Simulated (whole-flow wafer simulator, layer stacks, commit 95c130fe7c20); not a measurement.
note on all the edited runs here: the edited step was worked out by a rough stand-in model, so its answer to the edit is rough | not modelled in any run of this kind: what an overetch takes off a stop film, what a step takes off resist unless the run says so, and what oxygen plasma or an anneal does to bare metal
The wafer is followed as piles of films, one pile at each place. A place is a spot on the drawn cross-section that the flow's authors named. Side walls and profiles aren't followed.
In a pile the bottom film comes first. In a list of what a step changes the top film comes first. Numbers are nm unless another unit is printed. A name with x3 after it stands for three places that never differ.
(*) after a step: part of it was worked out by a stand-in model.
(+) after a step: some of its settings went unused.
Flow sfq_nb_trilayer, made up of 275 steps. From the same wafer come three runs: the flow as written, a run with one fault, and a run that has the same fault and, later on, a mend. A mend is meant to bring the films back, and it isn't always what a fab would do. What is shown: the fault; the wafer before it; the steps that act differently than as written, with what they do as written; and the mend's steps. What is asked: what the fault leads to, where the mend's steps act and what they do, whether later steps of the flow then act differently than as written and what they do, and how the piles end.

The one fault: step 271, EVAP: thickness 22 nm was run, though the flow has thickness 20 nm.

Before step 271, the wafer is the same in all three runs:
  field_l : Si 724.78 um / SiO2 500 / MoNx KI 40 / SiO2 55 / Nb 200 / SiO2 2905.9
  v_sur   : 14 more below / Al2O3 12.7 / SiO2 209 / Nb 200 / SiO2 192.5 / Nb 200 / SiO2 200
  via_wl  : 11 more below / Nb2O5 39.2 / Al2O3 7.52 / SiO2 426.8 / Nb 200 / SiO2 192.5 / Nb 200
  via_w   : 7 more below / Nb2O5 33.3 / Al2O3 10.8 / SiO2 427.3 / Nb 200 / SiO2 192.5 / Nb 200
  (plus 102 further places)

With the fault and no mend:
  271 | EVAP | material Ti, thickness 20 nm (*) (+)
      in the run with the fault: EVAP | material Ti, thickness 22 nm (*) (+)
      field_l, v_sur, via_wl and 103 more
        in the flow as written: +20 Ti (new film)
        in the run with the fault: +22 Ti (new film)
  Later steps of the flow acting differently than as written:
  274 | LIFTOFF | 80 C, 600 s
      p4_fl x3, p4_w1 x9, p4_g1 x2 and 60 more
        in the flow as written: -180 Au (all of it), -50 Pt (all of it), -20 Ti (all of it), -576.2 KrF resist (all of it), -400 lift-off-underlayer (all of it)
        in the run with the fault: -180 Au (all of it), -50 Pt (all of it), -22 Ti (all of it), -576.2 KrF resist (all of it), -400 lift-off-underlayer (all of it)
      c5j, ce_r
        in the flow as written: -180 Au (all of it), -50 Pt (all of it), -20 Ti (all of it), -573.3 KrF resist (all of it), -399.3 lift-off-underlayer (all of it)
        in the run with the fault: -180 Au (all of it), -50 Pt (all of it), -22 Ti (all of it), -573.3 KrF resist (all of it), -399.3 lift-off-underlayer (all of it)
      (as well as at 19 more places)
  At field_l, v_sur, via_wl and 8 more, the piles at the end differ from the flow's by more than 2% or 0.5 nm, whichever is larger.
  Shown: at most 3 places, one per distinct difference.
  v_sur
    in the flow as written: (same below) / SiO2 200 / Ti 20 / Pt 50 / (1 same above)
    in the run with the fault: (same below) / SiO2 200 / Ti 22 / Pt 50 / (1 same above)
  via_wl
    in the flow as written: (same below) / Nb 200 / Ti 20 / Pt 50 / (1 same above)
    in the run with the fault: (same below) / Nb 200 / Ti 22 / Pt 50 / (1 same above)
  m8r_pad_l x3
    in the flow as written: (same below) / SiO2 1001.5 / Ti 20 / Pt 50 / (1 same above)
    in the run with the fault: (same below) / SiO2 1001.5 / Ti 22 / Pt 50 / (1 same above)

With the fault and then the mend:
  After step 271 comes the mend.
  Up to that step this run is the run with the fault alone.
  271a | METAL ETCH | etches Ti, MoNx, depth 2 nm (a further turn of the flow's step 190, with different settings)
      field_l, v_sur, via_wl and 103 more
        -2 Ti
  Later steps of the flow that are run all act as written at every place that is followed.
  The piles end the same as the flow's at every place that both follow.
